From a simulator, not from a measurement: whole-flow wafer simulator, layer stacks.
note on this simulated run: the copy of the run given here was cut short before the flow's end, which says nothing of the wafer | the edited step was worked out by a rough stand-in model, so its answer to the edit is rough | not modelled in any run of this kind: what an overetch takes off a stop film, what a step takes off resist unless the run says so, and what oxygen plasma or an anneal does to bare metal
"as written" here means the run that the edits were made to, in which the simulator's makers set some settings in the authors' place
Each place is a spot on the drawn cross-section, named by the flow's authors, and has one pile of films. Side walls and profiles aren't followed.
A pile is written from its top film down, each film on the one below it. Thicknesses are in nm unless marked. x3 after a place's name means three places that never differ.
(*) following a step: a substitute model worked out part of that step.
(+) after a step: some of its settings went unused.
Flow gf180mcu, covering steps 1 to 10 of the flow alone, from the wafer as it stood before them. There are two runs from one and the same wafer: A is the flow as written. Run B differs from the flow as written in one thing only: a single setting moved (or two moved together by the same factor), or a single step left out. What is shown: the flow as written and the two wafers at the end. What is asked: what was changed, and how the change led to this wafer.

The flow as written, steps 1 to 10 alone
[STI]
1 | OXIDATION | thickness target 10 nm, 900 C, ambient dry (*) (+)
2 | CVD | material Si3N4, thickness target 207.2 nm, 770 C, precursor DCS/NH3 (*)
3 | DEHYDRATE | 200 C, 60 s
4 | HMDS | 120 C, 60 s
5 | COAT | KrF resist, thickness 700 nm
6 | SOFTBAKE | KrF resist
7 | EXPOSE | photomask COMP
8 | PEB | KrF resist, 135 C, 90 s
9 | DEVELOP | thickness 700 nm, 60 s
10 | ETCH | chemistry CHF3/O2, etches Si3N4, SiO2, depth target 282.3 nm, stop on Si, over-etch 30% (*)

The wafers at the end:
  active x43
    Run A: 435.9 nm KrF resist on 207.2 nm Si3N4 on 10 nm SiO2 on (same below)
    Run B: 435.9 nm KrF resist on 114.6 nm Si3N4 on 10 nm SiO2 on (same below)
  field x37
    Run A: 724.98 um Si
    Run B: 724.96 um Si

The reason: step 2, CVD: 735 C was run, whereas the flow has 770 C.

How this came from the change, step by step:
  2 | CVD | material Si3N4, thickness target 207.2 nm, 770 C, precursor DCS/NH3 (*)
      field x37, active x43: A +207.2 Si3N4 (new film) | B +114.6 Si3N4 (new film)
  10 | ETCH | chemistry CHF3/O2, etches Si3N4, SiO2, depth target 282.3 nm, stop on Si, over-etch 30% (*)
      field x37: A -207.2 Si3N4 (all of it), -10 SiO2 (all of it), -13 Si | B -114.6 Si3N4 (all of it), -10 SiO2 (all of it), -31.5 Si
